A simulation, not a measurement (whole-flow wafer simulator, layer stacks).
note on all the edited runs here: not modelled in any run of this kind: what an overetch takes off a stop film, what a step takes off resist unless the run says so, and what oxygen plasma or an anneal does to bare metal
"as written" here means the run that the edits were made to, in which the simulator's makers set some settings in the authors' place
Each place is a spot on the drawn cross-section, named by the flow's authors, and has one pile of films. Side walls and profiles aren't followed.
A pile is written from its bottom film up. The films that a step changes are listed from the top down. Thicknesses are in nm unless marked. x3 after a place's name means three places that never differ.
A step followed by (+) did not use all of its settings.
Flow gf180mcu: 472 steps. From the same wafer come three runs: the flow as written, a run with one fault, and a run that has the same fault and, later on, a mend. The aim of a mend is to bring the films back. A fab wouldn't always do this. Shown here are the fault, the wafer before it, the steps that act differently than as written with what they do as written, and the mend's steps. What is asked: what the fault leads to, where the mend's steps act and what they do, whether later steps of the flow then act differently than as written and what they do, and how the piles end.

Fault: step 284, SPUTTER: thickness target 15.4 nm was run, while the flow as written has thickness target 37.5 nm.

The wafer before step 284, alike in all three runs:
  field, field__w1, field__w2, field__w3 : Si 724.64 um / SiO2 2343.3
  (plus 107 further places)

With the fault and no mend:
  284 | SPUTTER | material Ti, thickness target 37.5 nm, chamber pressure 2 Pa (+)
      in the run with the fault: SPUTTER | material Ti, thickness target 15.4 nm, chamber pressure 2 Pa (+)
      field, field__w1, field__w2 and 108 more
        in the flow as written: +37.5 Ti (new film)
        in the run with the fault: +15.4 Ti (new film)
  Later steps of the flow acting differently than as written:
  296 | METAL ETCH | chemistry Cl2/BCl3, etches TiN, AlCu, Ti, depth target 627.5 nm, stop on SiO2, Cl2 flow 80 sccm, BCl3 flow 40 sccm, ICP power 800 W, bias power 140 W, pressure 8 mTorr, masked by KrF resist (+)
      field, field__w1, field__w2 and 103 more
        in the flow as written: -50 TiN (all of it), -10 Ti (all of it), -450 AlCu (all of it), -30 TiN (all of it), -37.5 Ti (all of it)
        in the run with the fault: -50 TiN (all of it), -10 Ti (all of it), -450 AlCu (all of it), -30 TiN (all of it), -15.4 Ti (all of it)
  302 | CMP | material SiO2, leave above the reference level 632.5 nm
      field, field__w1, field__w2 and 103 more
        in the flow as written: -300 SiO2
        in the run with the fault: -322.1 SiO2
  At field__w8, contact, m1, m1__w1, m1_nw, the piles at the end differ from the flow's by more than 2% or 0.5 nm, whichever is larger.
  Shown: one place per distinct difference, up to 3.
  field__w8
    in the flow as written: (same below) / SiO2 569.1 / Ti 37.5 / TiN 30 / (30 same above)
    in the run with the fault: (same below) / SiO2 569.1 / Ti 15.4 / TiN 30 / (30 same above)
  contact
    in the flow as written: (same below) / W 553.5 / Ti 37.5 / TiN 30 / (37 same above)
    in the run with the fault: (same below) / W 553.5 / Ti 15.4 / TiN 30 / (37 same above)

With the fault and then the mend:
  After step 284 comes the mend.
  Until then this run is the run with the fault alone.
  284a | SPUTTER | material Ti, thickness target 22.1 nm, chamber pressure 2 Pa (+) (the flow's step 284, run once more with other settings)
      field, field__w1, field__w2 and 108 more
        +22.1 Ti
  Later steps of the flow that are run all act as written at every place that is followed.
  By the end, the piles equal the flow's at every place that both follow.
